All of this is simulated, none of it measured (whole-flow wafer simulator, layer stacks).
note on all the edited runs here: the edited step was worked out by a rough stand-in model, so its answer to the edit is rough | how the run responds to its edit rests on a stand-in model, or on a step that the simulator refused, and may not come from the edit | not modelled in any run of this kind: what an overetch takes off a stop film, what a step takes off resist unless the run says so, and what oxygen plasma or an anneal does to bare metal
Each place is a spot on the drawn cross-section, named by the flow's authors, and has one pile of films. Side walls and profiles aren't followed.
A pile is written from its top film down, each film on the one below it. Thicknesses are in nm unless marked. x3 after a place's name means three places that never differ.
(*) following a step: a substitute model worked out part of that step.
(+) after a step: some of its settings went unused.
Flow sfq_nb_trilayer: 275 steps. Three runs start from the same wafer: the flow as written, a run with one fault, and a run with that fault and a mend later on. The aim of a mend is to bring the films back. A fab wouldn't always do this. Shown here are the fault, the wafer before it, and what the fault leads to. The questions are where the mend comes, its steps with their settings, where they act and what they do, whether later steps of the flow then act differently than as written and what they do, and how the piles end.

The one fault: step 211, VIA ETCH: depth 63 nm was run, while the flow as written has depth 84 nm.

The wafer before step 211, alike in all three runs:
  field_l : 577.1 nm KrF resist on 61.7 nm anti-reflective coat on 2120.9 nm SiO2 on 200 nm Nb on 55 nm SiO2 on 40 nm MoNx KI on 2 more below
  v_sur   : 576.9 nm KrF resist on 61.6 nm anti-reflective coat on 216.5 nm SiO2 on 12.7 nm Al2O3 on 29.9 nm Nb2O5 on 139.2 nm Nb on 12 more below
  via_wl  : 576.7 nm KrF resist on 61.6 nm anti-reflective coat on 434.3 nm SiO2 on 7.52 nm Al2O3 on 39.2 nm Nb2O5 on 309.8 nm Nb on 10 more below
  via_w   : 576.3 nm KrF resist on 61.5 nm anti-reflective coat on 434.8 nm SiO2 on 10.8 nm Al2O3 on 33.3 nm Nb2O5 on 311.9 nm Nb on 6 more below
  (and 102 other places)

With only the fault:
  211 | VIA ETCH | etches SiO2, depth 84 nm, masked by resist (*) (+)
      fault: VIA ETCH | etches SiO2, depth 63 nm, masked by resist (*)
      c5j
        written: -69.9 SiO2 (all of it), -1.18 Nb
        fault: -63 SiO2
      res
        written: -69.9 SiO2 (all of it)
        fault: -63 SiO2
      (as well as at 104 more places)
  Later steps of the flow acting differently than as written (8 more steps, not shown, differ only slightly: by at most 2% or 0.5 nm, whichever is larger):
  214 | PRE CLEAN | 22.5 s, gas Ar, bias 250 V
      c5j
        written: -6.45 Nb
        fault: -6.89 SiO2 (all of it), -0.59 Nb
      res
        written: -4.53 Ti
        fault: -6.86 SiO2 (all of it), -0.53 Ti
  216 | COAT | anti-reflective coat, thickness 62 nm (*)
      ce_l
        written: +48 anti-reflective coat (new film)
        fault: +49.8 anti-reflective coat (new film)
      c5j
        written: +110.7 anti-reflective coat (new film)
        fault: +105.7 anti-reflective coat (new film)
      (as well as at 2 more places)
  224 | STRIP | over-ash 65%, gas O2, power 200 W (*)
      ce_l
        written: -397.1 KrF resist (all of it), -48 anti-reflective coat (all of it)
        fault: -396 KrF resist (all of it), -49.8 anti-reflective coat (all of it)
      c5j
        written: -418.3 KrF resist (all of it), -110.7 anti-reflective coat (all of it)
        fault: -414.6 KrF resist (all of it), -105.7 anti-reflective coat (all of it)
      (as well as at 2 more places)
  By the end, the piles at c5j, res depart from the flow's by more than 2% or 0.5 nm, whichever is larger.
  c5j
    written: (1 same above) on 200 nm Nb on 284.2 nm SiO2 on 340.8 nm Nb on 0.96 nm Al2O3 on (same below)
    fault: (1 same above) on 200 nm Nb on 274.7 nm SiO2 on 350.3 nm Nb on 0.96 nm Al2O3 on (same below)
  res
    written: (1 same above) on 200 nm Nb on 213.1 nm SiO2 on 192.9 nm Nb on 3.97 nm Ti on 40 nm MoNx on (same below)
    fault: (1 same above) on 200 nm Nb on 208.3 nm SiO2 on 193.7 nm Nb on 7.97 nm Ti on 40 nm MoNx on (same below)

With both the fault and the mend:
  The mend follows step 211.
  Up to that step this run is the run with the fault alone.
  211a | VIA ETCH | etches SiO2, depth 21 nm, masked by resist (*) (+) (the flow's step 211, run once more with other settings)
      field_l, v_sur, via_wl and 101 more
        -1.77 KrF resist
      c5j
        -6.89 SiO2 (all of it), -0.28 Nb
      res
        -6.86 SiO2 (all of it)
  Later steps of the flow that are run all act as written at every place that is followed, up to a difference of at most 2% or 0.5 nm, whichever is larger.
  At the end the piles are close to the flow's at the places that both follow, differing by at most 2% or 0.5 nm, whichever is larger.
